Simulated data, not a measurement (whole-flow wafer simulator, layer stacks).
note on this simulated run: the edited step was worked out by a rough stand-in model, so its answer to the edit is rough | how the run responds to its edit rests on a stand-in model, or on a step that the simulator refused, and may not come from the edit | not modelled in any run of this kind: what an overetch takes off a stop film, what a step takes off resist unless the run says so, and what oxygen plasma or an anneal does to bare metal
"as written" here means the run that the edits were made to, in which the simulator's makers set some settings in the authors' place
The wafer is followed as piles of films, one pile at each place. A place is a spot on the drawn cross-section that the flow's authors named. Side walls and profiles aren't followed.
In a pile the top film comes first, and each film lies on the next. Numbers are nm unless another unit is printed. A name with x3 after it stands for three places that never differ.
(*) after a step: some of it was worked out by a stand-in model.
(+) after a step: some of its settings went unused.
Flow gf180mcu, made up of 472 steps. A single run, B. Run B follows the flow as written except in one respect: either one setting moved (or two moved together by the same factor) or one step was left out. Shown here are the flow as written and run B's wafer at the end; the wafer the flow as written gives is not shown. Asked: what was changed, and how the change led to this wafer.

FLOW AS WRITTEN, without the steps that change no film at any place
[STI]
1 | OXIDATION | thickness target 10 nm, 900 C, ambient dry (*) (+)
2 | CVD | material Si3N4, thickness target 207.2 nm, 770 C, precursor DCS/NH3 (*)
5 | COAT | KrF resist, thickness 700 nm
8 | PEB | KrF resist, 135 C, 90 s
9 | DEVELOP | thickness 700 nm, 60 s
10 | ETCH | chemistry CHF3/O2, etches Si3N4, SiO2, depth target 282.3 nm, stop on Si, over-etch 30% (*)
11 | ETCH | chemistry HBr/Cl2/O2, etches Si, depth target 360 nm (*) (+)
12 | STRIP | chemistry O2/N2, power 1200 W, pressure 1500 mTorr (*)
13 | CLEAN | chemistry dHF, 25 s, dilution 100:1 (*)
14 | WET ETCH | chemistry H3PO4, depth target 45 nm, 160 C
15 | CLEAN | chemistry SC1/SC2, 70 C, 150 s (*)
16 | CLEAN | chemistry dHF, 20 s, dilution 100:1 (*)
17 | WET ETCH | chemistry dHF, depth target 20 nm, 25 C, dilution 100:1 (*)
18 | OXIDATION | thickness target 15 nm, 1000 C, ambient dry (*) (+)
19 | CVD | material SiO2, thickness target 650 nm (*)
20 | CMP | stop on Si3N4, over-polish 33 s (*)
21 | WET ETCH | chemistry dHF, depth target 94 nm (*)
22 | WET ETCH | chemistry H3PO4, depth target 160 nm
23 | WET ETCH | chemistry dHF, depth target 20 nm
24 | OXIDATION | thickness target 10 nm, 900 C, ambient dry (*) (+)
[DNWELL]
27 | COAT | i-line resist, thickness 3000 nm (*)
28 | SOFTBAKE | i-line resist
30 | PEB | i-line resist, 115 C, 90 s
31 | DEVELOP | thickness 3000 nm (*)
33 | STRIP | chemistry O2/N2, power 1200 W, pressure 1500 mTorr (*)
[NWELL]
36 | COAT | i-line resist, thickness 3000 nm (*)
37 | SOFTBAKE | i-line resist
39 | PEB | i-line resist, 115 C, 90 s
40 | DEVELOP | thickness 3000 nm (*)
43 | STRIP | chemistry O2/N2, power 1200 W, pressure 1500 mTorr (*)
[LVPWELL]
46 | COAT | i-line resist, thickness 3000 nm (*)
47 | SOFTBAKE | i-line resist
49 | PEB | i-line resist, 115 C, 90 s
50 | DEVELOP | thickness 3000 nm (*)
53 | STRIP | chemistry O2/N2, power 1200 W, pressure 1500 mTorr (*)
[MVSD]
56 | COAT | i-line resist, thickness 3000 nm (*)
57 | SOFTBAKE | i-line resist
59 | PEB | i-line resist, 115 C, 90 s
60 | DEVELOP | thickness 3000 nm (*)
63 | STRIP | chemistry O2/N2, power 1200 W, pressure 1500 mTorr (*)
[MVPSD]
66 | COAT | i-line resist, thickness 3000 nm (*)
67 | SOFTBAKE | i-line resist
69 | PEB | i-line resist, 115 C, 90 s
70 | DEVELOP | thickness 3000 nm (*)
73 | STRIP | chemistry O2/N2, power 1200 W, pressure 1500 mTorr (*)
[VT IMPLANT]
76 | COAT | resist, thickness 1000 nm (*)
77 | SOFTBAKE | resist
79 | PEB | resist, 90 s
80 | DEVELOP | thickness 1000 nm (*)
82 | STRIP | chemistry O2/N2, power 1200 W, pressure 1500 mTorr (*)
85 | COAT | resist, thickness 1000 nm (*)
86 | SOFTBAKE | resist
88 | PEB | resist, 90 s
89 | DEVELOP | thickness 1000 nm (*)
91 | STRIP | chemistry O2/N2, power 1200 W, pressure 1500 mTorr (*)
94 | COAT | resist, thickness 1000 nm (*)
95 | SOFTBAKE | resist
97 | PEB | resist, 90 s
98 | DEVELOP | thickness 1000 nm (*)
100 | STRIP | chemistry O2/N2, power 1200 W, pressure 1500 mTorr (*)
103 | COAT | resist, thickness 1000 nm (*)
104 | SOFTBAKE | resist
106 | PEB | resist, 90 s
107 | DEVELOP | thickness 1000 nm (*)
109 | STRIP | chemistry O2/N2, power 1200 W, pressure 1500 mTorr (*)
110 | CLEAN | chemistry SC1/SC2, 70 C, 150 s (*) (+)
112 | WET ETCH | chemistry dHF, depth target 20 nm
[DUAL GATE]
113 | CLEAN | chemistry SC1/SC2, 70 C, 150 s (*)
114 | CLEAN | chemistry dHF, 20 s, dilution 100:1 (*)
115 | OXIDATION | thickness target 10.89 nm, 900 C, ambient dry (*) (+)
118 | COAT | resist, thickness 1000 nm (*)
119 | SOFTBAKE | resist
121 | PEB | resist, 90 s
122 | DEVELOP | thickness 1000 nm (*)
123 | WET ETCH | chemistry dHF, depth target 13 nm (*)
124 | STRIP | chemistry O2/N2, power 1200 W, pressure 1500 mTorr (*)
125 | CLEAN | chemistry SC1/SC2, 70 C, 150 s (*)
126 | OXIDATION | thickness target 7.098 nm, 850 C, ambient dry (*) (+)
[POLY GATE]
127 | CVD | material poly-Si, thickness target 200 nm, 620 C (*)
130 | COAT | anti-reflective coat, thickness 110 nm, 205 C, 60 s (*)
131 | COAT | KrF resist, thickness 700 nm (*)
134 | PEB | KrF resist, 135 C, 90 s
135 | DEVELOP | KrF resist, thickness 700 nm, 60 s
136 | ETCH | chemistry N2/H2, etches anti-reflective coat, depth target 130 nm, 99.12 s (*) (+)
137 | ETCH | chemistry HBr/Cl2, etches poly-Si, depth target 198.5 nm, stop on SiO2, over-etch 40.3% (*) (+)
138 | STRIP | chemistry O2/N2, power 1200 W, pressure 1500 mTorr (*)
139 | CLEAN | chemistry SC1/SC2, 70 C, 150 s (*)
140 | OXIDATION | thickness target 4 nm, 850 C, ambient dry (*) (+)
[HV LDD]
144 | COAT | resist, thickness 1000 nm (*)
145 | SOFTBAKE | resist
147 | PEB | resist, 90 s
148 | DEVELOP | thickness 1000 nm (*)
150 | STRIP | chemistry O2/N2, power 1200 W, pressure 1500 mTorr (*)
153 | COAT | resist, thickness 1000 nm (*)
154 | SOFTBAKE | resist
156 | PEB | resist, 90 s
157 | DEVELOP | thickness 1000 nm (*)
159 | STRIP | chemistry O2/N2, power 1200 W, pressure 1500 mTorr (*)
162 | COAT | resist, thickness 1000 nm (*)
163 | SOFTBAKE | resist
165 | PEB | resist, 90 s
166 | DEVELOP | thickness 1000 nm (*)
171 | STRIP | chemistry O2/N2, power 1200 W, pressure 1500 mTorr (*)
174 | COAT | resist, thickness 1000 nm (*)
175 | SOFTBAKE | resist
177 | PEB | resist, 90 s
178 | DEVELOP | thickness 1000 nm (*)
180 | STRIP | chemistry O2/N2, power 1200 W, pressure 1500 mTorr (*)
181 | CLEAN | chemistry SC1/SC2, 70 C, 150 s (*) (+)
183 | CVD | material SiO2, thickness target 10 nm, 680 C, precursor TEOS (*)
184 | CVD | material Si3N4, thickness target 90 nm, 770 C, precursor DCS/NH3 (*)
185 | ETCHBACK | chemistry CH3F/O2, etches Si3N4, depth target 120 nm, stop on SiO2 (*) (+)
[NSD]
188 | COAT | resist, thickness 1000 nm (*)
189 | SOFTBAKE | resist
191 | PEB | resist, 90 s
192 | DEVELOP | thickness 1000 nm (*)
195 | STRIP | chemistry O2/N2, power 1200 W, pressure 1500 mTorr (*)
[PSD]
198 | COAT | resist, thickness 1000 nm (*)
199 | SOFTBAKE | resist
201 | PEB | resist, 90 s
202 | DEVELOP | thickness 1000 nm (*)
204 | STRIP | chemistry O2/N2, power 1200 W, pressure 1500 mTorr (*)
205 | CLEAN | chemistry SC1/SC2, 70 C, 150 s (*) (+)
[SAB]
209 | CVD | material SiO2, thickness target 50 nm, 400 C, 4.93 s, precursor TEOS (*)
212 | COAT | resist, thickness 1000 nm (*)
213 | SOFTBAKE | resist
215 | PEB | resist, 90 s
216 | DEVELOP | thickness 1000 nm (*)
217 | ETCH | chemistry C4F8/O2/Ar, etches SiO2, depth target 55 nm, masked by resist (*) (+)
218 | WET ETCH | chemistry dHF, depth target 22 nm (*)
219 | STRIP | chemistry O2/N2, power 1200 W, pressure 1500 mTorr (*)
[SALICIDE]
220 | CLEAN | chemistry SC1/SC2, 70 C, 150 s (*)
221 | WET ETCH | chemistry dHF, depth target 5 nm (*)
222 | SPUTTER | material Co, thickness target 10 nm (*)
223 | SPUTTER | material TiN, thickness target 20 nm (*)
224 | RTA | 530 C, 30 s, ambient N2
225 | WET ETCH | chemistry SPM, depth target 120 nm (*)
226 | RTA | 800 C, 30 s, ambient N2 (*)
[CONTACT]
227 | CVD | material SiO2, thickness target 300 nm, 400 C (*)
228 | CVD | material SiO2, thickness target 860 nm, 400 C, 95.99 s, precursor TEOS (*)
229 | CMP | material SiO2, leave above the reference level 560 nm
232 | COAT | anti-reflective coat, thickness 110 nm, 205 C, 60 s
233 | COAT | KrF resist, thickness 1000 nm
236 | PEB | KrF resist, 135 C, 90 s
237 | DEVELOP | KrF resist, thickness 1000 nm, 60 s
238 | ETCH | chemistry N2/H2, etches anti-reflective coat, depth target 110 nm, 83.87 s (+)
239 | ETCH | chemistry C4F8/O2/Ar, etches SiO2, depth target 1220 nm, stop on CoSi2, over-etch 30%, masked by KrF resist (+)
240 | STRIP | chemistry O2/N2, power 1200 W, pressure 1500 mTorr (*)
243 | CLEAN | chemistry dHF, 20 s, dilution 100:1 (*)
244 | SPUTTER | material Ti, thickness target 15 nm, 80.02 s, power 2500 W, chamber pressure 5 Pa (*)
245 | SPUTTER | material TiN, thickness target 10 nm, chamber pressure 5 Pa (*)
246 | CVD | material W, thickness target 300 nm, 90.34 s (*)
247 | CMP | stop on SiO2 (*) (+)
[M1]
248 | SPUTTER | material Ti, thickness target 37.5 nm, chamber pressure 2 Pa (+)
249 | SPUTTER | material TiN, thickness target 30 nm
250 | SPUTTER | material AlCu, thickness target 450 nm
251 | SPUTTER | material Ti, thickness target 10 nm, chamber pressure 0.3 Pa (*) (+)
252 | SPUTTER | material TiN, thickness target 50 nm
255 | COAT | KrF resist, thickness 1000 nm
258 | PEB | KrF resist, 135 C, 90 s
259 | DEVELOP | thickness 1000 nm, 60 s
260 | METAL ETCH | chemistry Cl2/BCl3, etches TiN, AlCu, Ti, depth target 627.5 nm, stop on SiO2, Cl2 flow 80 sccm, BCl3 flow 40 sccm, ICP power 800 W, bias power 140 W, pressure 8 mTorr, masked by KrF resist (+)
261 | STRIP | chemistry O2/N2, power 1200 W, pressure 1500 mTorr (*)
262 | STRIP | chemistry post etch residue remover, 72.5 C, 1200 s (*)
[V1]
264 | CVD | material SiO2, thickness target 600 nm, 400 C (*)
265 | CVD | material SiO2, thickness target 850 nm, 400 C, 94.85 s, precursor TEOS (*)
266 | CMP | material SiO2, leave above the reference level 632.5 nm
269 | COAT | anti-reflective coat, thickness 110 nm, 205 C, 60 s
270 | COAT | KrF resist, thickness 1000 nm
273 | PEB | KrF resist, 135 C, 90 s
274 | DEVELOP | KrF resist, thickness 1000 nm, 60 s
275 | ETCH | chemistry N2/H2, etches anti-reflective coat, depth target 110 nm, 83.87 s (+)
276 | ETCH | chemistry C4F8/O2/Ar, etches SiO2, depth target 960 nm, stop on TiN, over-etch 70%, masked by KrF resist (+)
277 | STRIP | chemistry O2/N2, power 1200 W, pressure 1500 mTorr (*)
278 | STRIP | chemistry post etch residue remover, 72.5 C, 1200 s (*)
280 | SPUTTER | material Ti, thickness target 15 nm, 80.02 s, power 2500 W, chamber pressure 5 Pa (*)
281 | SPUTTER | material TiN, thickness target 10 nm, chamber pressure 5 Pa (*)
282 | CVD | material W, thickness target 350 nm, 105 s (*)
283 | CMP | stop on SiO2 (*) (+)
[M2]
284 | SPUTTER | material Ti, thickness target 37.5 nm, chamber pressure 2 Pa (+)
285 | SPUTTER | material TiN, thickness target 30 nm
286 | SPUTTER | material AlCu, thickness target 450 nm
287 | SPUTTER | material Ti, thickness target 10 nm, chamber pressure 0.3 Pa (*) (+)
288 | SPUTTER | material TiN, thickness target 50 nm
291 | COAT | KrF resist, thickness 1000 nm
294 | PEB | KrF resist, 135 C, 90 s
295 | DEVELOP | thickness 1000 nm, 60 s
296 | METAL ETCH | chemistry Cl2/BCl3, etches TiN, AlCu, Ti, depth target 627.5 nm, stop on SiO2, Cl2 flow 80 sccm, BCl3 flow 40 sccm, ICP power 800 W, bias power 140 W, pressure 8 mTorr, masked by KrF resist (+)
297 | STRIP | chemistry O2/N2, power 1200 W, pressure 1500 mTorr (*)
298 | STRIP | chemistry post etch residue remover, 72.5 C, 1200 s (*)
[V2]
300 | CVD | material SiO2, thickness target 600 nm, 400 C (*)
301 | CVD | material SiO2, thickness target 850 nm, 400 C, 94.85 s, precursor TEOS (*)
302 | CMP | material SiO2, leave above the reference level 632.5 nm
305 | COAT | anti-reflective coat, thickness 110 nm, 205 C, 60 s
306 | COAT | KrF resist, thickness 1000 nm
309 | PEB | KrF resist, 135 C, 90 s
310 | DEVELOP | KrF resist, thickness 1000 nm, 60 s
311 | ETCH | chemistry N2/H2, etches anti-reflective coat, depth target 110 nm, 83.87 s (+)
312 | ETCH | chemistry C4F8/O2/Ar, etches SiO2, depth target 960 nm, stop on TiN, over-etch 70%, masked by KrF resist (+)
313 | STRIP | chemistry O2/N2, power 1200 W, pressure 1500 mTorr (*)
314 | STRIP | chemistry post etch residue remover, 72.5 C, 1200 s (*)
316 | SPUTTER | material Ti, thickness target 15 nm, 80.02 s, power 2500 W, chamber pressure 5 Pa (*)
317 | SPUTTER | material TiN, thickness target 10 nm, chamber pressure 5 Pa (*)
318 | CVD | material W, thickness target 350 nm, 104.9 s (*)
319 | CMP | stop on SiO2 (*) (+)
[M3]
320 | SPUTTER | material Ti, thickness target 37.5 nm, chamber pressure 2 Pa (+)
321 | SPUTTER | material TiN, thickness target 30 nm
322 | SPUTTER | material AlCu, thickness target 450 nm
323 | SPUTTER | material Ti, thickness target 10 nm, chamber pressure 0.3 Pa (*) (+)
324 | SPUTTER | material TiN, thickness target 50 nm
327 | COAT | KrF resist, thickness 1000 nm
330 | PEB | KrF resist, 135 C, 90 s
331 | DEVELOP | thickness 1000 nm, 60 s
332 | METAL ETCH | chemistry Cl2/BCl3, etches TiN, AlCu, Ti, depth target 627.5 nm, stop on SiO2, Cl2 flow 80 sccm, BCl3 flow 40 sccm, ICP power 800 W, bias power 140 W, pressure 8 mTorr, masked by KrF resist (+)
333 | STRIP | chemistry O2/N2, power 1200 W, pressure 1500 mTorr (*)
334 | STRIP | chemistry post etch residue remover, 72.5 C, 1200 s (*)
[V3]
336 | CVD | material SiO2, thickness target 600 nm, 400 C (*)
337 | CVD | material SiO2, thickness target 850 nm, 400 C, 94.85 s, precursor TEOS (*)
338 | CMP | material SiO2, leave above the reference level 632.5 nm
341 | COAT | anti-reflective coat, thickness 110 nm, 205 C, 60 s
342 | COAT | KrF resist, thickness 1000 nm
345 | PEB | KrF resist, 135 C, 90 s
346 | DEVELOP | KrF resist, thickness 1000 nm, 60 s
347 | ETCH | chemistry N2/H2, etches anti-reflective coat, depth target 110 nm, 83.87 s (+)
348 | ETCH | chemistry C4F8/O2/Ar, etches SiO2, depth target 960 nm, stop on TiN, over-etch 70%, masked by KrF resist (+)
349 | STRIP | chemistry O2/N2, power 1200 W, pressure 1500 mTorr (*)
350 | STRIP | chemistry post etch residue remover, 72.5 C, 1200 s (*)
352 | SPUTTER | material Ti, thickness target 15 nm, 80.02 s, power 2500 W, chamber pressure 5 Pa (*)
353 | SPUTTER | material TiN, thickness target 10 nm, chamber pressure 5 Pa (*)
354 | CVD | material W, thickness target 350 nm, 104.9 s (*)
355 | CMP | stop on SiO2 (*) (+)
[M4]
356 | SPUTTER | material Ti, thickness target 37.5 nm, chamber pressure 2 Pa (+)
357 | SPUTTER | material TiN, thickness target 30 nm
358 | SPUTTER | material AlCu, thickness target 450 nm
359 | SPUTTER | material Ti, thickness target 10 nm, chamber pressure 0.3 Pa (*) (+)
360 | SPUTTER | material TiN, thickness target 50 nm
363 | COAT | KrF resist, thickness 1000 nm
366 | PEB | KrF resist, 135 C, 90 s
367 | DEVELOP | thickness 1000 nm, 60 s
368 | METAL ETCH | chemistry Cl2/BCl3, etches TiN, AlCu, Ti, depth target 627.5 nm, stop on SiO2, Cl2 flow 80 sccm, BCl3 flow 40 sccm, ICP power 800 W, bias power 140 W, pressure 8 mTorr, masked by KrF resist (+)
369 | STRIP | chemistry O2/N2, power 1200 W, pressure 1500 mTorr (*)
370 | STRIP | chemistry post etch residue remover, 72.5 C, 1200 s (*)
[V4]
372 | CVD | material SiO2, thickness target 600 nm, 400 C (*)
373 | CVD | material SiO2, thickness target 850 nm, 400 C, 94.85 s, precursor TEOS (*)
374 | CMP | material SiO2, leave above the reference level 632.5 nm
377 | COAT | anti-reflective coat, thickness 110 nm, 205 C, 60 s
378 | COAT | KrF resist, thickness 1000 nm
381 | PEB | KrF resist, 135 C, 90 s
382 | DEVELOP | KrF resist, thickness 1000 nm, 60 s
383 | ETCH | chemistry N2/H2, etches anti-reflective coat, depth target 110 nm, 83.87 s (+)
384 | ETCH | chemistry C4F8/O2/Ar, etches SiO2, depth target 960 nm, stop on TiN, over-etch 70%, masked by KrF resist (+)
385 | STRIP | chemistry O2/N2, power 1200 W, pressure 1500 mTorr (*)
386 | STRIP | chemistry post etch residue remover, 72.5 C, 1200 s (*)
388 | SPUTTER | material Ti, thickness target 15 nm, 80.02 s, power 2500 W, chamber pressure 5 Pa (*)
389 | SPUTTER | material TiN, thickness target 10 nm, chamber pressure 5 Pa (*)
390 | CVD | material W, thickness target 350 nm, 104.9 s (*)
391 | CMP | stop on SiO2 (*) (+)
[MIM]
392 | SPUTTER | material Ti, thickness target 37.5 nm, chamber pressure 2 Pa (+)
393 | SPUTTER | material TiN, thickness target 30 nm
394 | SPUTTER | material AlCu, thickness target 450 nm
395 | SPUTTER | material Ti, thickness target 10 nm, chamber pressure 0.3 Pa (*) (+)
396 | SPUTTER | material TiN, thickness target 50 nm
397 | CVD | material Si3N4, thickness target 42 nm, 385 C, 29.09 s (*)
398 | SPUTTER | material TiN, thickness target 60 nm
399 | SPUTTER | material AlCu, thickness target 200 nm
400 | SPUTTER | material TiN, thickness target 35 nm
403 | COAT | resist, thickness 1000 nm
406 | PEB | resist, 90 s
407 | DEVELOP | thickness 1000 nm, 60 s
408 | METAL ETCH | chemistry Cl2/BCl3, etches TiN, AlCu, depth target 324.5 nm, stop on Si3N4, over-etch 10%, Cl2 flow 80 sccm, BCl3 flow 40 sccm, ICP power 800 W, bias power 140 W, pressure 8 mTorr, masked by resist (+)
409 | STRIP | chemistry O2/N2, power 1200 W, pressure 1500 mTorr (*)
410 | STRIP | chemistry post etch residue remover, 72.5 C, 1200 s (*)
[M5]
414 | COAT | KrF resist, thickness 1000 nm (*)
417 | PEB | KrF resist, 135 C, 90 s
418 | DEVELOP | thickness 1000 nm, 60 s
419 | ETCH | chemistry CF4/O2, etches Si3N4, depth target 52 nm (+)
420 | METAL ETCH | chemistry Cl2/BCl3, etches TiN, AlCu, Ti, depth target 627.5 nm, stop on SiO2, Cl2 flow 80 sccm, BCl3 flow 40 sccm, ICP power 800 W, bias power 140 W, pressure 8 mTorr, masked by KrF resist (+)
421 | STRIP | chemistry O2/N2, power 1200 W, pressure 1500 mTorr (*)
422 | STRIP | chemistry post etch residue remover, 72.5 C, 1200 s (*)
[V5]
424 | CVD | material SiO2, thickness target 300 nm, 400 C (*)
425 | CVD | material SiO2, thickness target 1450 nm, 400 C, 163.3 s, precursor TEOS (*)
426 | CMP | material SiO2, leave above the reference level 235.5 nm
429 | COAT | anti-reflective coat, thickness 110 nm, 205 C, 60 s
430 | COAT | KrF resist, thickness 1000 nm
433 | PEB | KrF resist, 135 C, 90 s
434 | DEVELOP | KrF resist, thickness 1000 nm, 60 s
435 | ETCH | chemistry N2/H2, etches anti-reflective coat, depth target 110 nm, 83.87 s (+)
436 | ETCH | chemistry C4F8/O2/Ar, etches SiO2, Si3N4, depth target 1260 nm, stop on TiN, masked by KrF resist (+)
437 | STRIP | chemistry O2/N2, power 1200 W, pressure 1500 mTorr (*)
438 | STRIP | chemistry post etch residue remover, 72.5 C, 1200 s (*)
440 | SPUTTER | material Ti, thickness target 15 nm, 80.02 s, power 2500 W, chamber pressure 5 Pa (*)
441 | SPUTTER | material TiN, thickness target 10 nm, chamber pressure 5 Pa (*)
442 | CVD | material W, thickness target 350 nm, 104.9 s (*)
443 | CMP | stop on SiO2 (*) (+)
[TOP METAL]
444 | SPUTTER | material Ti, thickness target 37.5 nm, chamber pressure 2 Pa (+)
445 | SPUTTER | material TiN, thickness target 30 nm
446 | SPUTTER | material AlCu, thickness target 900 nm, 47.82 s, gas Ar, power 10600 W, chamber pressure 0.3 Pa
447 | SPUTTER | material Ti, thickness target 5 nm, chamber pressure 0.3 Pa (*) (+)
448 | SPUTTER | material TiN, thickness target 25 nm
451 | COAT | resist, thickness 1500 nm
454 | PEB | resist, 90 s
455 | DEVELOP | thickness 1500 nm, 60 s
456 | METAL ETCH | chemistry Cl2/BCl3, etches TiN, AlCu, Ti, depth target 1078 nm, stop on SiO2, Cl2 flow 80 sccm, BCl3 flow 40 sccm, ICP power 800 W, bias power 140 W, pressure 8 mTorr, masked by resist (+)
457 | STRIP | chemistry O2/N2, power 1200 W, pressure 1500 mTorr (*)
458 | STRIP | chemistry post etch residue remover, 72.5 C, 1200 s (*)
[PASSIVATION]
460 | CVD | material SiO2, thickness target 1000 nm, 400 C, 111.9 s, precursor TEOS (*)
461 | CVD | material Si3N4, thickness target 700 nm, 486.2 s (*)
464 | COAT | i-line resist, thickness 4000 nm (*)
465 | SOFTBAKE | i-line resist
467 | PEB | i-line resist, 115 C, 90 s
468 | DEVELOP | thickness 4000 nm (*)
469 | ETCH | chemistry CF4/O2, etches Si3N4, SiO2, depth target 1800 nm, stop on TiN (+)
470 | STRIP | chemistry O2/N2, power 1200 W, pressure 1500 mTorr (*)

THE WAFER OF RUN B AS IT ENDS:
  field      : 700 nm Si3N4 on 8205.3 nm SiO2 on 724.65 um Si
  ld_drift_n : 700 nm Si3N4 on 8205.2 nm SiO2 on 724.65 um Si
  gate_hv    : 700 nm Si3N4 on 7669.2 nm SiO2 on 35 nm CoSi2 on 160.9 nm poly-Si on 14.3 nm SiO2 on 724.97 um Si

Cause: step 1, OXIDATION: 1020 C was run, though the flow has 900 C.

Step by step, how the change led to this:
  1 | OXIDATION | thickness target 10 nm, 900 C, ambient dry (*) (+)
      field, field_sub, active and 77 more: +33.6 SiO2 (new film), -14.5 Si (as written it would have been: +10 SiO2 (new film), -4.11 Si)
  10 | ETCH | chemistry CHF3/O2, etches Si3N4, SiO2, depth target 282.3 nm, stop on Si, over-etch 30% (*)
      field, field_sub, sti and 34 more: -207.2 Si3N4 (all of it), -33.6 SiO2 (all of it), -8.3 Si (as written it would have been: -207.2 Si3N4 (all of it), -10 SiO2 (all of it), -13 Si)
  11 | ETCH | chemistry HBr/Cl2/O2, etches Si, depth target 360 nm (*) (+)
      active, n_well, p_well and 40 more: -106 KrF resist (as written it would have been: -112.3 KrF resist)
      field, field_sub, sti and 34 more: -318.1 Si (as written it would have been: -337 Si)
  23 | WET ETCH | chemistry dHF, depth target 20 nm
      active, n_well, p_well and 40 more: -20 SiO2 (as written it would have been: -9.93 SiO2 (all of it))
  24 | OXIDATION | thickness target 10 nm, 900 C, ambient dry (*) (+)
      active, n_well, p_well and 40 more: +6.29 SiO2, -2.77 Si (as written it would have been: +10 SiO2 (new film), -4.4 Si)
  28 | SOFTBAKE | i-line resist
      n_well, nw_enc_fld_lv: +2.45 i-line resist (as written it would have been: +1.82 i-line resist)
      ldp_dft, ldp_drn: +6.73 i-line resist (as written it would have been: +5.18 i-line resist)
      (also at 43 further places)
  37 | SOFTBAKE | i-line resist
      n_well, nw_enc_fld_lv: +2.45 i-line resist (as written it would have been: +1.82 i-line resist)
      ldp_dft, ldp_drn: +6.73 i-line resist (as written it would have been: +5.18 i-line resist)
      (also at 43 further places)
  47 | SOFTBAKE | i-line resist
      n_well, nw_enc_fld_lv: +2.45 i-line resist (as written it would have been: +1.82 i-line resist)
      ldp_dft, ldp_drn: +6.73 i-line resist (as written it would have been: +5.18 i-line resist)
      (also at 43 further places)
  57 | SOFTBAKE | i-line resist
      n_well, nw_enc_fld_lv: +2.45 i-line resist (as written it would have been: +1.82 i-line resist)
      ldp_dft, ldp_drn: +6.73 i-line resist (as written it would have been: +5.18 i-line resist)
      (also at 43 further places)
  67 | SOFTBAKE | i-line resist
      n_well, nw_enc_fld_lv: +2.45 i-line resist (as written it would have been: +1.82 i-line resist)
      ldp_dft, ldp_drn: +6.73 i-line resist (as written it would have been: +5.18 i-line resist)
      (also at 43 further places)
  112 | WET ETCH | chemistry dHF, depth target 20 nm
      active, n_well, p_well and 40 more: -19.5 SiO2 (all of it) (as written it would have been: -9.66 SiO2 (all of it))
  118 | COAT | resist, thickness 1000 nm (*)
      p_well, spacer, sd_n: +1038 resist (new film) (as written it would have been: +1016.5 resist (new film))
  121 | PEB | resist, 90 s
      p_well, spacer, sd_n: -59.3 resist (as written it would have been: -58.1 resist)
  122 | DEVELOP | thickness 1000 nm (*)
      p_well, spacer, sd_n: -978.6 resist (all of it) (as written it would have been: -958.4 resist (all of it))
  127 | CVD | material poly-Si, thickness target 200 nm, 620 C (*)
      ldn_drn, ldp_drn: +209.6 poly-Si (new film) (as written it would have been: +200 poly-Si (new film))
  130 | COAT | anti-reflective coat, thickness 110 nm, 205 C, 60 s (*)
      p_well, spacer, sd_n: +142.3 anti-reflective coat (new film) (as written it would have been: +121 anti-reflective coat (new film))
      field: +105.1 anti-reflective coat (new film) (as written it would have been: +112.6 anti-reflective coat (new film))
      (also at 73 further places)
  ... 35 further steps ...
  246 | CVD | material W, thickness target 300 nm, 90.34 s (*)
      polyc_n, polyc_p: +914 W (new film) (as written it would have been: +936 W (new film))
